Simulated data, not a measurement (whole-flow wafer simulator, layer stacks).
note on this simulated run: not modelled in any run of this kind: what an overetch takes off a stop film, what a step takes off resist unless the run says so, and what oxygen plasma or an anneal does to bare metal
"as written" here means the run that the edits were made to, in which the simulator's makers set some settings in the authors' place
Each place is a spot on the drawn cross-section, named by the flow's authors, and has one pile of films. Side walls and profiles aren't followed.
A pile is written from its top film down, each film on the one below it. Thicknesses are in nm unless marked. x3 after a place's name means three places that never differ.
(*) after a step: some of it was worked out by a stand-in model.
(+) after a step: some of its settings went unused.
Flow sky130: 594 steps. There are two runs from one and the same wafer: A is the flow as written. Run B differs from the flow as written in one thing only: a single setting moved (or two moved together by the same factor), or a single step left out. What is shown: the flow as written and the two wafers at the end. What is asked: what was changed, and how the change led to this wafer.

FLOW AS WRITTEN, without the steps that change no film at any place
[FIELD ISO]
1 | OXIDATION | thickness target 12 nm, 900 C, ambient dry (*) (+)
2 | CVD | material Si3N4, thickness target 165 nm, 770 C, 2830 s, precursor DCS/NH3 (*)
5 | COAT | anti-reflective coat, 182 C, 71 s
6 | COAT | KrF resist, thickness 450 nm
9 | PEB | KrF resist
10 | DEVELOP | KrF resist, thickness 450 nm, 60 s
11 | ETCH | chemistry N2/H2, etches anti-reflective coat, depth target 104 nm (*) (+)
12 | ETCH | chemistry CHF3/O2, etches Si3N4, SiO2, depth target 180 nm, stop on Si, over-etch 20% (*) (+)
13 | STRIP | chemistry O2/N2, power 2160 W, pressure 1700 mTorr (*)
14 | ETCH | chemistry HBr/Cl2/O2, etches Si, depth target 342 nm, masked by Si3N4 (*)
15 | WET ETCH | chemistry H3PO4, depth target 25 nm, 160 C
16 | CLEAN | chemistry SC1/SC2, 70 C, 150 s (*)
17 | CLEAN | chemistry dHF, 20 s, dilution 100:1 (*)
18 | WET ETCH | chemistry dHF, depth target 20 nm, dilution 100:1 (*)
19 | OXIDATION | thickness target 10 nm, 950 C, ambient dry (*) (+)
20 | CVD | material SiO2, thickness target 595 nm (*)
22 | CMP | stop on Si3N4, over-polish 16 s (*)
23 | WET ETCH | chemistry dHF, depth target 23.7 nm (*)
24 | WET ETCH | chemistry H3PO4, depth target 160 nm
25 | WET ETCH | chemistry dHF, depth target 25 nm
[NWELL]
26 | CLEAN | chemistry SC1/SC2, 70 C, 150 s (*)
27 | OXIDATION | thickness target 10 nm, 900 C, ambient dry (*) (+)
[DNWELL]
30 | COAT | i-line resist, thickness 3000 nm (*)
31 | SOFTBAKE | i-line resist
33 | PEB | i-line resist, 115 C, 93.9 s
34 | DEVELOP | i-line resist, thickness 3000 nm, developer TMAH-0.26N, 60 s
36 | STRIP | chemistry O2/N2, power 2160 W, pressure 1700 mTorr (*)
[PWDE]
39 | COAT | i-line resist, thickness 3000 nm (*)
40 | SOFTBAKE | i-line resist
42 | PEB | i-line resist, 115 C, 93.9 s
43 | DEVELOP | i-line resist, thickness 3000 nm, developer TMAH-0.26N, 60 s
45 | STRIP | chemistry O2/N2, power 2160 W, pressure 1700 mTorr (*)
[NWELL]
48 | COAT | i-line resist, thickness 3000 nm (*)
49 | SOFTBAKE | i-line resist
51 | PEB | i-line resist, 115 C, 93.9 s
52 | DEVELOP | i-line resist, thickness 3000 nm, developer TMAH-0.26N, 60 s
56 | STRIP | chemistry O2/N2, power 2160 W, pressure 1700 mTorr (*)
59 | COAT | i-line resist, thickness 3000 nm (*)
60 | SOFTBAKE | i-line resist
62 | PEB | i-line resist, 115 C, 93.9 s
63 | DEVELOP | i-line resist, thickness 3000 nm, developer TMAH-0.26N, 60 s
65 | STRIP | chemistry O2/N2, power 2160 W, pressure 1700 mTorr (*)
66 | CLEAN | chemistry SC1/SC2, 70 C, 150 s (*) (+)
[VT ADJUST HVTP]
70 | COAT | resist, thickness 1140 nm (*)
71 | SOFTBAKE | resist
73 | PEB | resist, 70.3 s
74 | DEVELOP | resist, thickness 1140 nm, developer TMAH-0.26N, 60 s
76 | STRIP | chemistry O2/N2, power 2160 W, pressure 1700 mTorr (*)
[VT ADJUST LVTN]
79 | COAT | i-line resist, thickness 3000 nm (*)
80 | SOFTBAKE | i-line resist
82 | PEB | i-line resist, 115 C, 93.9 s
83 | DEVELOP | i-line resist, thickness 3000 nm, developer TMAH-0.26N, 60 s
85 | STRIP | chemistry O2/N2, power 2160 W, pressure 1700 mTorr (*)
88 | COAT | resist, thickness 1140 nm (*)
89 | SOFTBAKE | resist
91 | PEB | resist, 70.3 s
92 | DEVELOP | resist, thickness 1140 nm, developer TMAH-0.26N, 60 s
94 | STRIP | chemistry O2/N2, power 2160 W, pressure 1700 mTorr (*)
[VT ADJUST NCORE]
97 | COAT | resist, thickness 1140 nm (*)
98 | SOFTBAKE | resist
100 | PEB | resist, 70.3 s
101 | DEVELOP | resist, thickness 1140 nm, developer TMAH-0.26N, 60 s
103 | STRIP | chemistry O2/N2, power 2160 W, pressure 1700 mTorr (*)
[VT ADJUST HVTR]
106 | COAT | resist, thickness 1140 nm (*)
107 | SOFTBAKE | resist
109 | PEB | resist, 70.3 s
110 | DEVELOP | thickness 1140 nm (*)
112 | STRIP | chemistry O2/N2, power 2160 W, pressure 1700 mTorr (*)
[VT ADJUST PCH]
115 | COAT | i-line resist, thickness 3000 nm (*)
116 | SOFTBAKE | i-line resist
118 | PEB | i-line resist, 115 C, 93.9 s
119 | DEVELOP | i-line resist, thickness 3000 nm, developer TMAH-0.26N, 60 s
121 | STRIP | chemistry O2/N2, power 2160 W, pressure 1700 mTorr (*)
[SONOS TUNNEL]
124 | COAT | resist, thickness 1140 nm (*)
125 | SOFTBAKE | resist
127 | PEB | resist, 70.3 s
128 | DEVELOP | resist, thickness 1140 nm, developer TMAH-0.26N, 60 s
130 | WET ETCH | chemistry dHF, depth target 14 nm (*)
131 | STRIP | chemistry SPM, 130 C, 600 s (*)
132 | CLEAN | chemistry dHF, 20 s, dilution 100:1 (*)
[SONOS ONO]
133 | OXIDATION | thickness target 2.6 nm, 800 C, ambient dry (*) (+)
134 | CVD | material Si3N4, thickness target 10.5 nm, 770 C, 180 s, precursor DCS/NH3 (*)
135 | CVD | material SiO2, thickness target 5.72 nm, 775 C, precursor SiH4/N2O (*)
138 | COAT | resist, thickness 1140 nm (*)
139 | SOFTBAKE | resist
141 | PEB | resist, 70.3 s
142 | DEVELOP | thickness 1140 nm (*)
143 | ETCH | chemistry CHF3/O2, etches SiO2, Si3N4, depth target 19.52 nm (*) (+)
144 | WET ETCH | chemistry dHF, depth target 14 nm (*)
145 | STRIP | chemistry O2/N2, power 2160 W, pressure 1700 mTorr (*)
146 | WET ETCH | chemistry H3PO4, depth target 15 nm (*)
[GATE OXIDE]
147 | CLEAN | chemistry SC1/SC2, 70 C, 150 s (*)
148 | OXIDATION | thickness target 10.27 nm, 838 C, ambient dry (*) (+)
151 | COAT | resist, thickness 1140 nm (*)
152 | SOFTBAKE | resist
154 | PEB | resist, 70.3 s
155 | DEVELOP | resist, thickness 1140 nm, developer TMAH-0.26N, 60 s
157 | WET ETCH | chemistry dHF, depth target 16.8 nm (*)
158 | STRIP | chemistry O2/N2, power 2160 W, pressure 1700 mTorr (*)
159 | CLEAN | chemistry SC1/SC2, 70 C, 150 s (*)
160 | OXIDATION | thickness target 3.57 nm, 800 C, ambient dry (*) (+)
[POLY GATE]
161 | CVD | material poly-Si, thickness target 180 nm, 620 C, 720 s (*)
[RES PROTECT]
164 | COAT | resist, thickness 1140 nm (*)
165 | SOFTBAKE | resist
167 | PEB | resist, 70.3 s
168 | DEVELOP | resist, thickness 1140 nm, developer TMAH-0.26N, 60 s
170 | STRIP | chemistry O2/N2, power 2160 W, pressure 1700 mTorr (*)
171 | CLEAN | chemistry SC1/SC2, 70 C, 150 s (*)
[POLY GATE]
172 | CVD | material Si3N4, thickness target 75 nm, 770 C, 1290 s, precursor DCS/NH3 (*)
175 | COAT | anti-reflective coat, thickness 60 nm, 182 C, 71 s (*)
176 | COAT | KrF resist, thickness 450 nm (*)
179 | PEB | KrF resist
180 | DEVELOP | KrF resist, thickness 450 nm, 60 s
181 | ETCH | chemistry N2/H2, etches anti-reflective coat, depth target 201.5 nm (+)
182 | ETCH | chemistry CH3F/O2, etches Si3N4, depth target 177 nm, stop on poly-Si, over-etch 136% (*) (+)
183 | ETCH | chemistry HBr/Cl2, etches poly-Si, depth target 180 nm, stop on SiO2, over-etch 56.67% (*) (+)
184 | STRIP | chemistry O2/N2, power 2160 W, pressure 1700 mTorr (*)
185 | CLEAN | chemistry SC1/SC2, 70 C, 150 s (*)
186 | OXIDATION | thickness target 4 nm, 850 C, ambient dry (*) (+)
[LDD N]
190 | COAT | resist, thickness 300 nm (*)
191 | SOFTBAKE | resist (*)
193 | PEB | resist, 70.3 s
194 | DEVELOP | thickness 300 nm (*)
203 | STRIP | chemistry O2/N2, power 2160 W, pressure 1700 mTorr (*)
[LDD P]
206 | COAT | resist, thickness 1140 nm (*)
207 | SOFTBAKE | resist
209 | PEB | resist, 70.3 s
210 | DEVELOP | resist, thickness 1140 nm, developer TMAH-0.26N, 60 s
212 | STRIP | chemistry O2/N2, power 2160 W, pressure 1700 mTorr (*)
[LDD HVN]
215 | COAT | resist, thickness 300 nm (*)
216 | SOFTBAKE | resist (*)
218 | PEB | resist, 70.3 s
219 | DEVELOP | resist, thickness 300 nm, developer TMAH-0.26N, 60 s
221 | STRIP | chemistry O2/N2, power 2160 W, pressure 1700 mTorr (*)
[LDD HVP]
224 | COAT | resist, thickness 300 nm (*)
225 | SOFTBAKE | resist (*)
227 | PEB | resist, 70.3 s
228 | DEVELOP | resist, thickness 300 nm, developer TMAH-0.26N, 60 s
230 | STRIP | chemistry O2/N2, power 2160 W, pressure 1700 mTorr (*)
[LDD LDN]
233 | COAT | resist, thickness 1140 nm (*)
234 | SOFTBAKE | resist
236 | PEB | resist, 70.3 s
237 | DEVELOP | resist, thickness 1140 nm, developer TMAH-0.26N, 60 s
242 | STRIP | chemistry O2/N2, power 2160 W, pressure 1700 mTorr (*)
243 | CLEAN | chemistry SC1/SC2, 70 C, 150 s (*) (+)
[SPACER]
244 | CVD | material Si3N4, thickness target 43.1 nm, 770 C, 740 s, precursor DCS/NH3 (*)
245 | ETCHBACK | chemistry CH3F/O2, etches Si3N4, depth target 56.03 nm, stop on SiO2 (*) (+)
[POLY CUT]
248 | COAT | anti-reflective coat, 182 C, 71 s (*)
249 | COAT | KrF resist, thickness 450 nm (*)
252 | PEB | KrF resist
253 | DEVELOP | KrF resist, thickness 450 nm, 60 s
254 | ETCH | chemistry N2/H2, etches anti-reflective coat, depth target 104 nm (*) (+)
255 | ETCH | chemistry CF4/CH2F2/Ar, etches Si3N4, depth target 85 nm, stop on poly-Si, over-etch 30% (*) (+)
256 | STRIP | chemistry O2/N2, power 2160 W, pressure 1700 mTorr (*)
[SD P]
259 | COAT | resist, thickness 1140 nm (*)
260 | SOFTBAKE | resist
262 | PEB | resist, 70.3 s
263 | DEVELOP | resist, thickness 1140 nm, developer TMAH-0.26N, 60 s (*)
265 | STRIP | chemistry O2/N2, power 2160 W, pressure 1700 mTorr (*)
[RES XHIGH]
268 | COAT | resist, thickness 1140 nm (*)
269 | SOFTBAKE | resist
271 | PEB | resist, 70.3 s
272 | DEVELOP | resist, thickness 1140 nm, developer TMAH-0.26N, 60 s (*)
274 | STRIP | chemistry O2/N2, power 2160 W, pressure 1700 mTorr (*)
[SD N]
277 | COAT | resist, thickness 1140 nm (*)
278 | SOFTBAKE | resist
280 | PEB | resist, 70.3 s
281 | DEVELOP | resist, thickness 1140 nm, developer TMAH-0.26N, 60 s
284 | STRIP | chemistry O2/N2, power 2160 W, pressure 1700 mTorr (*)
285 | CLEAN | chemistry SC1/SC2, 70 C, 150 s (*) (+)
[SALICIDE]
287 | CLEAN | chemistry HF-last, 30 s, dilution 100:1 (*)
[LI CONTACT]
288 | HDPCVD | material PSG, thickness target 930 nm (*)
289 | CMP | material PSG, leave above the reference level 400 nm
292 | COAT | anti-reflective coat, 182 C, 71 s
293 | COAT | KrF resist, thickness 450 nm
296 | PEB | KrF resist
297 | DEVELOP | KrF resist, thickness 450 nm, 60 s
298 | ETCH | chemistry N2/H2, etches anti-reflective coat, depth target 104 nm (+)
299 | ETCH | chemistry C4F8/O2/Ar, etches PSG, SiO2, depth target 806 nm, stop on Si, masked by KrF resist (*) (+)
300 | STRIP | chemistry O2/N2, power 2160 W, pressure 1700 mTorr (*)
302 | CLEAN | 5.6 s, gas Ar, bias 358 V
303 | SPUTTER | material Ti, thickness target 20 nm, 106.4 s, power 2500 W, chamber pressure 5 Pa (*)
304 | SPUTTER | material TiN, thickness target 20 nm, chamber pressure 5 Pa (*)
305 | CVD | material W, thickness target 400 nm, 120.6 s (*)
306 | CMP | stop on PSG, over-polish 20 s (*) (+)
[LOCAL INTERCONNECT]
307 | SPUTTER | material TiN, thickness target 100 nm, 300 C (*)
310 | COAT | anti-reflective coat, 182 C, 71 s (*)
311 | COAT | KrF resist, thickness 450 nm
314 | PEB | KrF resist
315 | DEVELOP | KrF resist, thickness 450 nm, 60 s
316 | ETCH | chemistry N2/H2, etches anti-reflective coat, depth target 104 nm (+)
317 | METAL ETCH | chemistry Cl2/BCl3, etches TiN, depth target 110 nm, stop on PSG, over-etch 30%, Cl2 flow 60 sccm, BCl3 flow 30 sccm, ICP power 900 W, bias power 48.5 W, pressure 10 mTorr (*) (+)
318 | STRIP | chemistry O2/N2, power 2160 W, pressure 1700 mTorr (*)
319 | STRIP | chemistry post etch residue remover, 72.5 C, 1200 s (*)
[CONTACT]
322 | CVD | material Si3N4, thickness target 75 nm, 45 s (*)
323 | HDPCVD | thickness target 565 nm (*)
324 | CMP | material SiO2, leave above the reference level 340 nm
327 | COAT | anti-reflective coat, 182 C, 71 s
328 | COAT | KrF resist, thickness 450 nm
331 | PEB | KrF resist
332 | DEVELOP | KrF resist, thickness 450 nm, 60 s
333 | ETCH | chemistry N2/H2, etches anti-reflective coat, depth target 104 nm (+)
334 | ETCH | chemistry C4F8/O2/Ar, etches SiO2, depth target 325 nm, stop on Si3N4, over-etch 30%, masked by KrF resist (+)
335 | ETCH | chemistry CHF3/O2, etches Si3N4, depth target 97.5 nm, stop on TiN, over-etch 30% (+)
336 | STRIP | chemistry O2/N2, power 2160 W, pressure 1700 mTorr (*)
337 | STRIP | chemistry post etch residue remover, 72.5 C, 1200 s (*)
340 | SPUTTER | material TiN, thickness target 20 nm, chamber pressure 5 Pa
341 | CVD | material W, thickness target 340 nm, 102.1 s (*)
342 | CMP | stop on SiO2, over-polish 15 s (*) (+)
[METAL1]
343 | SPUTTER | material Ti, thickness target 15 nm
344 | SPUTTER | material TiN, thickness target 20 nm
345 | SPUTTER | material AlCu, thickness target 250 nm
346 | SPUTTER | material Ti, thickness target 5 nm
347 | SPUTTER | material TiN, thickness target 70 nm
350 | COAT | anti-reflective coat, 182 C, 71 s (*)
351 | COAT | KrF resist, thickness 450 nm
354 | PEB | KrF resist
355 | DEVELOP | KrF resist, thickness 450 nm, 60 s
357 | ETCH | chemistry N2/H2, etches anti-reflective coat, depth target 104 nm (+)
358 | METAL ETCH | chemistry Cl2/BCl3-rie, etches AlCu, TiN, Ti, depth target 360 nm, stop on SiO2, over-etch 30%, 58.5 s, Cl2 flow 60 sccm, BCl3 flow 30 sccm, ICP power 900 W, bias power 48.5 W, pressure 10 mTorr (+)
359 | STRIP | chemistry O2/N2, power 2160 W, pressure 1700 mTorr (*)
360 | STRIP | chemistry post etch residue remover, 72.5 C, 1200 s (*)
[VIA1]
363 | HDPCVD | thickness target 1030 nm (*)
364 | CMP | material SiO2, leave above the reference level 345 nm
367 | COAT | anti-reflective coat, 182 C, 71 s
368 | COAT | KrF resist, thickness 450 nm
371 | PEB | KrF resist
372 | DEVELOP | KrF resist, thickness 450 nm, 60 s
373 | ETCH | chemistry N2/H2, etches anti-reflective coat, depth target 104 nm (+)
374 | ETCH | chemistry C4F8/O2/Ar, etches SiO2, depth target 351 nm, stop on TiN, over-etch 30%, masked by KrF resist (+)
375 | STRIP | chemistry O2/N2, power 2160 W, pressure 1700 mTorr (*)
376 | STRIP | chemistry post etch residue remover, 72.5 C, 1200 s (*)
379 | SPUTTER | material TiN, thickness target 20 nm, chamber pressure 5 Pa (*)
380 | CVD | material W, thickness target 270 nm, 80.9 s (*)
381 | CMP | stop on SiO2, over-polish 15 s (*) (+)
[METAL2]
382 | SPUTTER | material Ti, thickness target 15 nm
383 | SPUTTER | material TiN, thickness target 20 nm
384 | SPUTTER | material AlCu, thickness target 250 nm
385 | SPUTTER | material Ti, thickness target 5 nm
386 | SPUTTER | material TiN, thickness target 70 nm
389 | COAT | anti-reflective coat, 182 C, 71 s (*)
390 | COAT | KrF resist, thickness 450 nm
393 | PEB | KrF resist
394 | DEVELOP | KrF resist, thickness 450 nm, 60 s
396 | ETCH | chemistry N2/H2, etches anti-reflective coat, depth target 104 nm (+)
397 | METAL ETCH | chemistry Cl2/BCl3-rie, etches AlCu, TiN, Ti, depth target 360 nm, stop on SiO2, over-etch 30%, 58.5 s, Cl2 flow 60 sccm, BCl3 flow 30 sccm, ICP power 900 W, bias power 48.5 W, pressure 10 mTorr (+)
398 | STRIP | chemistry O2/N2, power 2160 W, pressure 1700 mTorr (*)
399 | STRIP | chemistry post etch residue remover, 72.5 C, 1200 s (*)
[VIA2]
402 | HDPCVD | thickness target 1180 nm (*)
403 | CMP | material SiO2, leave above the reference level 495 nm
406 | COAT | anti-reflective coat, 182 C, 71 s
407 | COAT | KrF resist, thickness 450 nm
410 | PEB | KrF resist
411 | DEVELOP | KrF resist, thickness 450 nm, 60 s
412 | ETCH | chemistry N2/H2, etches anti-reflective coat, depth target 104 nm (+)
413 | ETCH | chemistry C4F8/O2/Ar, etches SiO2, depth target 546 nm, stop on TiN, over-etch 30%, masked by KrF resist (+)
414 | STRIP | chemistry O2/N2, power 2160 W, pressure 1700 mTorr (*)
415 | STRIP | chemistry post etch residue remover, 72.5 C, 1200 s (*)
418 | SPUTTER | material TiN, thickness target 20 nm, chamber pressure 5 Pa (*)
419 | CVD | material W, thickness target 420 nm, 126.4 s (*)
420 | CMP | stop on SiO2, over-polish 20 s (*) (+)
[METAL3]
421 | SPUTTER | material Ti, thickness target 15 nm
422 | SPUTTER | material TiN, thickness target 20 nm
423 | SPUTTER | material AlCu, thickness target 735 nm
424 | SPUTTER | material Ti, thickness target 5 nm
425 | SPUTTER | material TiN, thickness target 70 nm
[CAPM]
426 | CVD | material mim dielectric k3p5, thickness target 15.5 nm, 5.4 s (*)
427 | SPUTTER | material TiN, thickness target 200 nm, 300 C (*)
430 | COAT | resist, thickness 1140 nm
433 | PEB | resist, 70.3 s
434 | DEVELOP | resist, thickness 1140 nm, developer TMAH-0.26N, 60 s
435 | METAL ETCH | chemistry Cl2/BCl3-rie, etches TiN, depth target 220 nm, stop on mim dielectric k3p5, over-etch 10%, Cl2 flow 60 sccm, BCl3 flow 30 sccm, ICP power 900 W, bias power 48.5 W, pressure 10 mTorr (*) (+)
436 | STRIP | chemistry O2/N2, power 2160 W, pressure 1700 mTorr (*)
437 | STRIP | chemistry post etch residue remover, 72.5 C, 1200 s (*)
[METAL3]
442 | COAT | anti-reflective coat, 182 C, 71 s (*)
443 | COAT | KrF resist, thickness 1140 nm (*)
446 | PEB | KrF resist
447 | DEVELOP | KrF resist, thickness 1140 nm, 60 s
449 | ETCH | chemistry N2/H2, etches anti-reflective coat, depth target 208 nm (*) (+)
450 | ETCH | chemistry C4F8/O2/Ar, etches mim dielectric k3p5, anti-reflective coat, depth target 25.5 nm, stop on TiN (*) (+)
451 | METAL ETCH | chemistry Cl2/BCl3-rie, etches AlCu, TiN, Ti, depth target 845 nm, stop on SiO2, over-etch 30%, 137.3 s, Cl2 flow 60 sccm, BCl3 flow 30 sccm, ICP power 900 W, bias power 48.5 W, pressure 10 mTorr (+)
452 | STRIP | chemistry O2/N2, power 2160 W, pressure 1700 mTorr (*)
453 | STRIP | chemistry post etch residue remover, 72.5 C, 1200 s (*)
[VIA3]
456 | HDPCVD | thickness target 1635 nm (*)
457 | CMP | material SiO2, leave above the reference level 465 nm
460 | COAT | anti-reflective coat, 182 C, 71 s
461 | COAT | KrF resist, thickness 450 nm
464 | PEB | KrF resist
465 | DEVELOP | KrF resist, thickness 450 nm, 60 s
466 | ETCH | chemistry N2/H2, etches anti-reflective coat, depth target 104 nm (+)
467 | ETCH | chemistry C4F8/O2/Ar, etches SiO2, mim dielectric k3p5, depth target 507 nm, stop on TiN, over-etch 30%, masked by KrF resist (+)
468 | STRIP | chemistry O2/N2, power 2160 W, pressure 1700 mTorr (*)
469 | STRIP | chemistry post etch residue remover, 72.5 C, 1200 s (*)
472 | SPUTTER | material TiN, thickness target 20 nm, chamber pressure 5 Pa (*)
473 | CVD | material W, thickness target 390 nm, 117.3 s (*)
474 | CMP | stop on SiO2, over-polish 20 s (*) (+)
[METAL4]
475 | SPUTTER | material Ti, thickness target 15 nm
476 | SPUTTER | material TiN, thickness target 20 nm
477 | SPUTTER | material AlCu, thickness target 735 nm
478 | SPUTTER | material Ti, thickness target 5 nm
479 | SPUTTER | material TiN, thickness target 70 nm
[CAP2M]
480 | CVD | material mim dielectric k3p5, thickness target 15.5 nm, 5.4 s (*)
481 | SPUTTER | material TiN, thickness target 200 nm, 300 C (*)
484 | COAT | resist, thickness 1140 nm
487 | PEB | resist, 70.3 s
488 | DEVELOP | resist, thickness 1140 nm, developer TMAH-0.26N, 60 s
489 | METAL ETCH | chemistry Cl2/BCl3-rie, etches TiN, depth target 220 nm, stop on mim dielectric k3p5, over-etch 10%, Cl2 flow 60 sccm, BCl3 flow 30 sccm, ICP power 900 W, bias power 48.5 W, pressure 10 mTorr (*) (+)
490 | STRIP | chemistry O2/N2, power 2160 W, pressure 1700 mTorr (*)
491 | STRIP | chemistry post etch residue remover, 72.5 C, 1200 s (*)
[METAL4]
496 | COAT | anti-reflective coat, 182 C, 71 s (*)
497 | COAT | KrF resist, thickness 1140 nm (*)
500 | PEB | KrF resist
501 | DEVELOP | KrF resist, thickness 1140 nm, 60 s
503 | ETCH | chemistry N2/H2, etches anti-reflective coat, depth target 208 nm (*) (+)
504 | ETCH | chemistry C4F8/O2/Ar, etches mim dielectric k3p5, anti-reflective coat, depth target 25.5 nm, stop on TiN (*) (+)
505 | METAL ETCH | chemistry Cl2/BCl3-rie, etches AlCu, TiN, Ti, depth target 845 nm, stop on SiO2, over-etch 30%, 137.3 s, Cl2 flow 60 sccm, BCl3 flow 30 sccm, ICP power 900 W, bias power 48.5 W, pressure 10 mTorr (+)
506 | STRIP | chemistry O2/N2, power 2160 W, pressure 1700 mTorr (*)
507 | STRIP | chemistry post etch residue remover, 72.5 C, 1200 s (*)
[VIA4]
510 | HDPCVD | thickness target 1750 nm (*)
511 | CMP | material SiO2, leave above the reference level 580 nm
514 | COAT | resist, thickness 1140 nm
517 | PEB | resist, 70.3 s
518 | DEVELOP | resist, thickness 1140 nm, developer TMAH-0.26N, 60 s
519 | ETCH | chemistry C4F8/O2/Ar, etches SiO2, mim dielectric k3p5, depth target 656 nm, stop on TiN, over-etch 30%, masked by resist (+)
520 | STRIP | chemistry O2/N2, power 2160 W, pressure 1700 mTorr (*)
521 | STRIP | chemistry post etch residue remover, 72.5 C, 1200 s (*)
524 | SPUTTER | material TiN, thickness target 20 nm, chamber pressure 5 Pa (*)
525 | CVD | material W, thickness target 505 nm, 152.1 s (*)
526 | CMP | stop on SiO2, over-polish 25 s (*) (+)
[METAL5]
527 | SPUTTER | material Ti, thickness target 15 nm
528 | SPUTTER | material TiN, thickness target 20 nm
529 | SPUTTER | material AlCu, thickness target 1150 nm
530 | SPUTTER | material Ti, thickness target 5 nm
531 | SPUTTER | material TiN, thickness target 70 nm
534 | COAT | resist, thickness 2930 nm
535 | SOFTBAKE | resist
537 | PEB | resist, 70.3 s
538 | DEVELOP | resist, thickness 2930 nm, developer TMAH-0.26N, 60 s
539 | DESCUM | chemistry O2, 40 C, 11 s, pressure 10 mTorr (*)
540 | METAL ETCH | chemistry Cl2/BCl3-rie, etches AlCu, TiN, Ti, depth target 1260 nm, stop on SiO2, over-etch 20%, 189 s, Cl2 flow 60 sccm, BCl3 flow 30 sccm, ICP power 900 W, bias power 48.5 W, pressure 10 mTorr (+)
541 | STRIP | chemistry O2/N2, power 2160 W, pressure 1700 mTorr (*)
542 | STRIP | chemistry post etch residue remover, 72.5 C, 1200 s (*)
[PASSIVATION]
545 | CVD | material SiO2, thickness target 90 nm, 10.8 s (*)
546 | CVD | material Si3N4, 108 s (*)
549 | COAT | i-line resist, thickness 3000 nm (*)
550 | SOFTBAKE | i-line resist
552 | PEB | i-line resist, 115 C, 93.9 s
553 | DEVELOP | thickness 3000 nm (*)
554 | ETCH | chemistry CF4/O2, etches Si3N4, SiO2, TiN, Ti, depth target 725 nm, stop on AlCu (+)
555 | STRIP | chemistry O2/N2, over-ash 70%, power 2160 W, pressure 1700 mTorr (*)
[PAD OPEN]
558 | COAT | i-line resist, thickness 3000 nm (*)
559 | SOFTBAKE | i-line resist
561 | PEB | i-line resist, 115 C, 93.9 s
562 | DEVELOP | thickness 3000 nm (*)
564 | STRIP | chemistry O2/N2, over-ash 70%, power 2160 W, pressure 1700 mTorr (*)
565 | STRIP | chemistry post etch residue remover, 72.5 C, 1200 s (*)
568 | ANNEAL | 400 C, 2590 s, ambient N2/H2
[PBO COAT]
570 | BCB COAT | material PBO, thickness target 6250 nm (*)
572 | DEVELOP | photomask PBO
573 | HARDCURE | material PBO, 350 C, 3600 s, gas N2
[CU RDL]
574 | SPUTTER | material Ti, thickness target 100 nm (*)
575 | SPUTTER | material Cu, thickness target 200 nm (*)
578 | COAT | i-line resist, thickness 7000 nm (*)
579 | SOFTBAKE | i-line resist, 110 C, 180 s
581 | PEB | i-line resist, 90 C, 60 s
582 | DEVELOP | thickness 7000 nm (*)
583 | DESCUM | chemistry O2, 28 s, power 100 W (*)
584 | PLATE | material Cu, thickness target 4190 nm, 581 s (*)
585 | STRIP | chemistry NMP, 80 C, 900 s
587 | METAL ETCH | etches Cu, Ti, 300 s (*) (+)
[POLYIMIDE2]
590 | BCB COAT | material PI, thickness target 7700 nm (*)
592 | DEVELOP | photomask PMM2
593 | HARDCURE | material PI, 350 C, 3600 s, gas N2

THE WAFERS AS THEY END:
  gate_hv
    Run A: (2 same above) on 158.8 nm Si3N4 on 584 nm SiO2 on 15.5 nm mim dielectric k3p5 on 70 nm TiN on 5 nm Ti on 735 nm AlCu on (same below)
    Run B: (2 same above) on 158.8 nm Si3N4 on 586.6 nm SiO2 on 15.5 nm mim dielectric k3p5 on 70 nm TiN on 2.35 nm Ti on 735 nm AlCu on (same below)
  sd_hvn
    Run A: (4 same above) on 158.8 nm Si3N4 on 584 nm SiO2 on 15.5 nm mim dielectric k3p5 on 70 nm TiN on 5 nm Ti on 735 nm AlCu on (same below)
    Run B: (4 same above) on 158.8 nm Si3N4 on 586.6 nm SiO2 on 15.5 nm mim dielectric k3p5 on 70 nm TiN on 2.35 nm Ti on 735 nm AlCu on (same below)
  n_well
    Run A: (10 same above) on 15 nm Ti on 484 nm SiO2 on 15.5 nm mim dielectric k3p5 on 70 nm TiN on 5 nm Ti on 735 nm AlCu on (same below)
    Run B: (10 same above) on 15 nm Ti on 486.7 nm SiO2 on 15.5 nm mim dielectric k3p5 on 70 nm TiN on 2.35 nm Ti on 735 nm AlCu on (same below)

The reason: step 478, SPUTTER: thickness target 2.35 nm was run, though the flow has thickness target 5 nm.
The wafer lets one read it off: gate_hv has Ti 2.35, and step 478 as written asks for 5 nm.

The path from the change to this, step by step:
  478 | SPUTTER | material Ti, thickness target 5 nm
      field, active, n_well and 189 more: A +5 Ti (new film) | B +2.35 Ti (new film)
  505 | METAL ETCH | chemistry Cl2/BCl3-rie, etches AlCu, TiN, Ti, depth target 845 nm, stop on SiO2, over-etch 30%, 137.3 s, Cl2 flow 60 sccm, BCl3 flow 30 sccm, ICP power 900 W, bias power 48.5 W, pressure 10 mTorr (+)
      field, gate, spacer and 68 more: A -70 TiN (all of it), -5 Ti (all of it), -735 AlCu (all of it), -20 TiN (all of it), -15 Ti (all of it), -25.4 SiO2 | B -70 TiN (all of it), -2.35 Ti (all of it), -735 AlCu (all of it), -20 TiN (all of it), -15 Ti (all of it), -25.6 SiO2
      active, vpp_iso1, mim_edge_plate and 14 more: A -70 TiN (all of it), -5 Ti (all of it), -735 AlCu (all of it), -20 TiN (all of it), -15 Ti (all of it), -25.3 SiO2 | B -70 TiN (all of it), -2.35 Ti (all of it), -735 AlCu (all of it), -20 TiN (all of it), -15 Ti (all of it), -25.6 SiO2
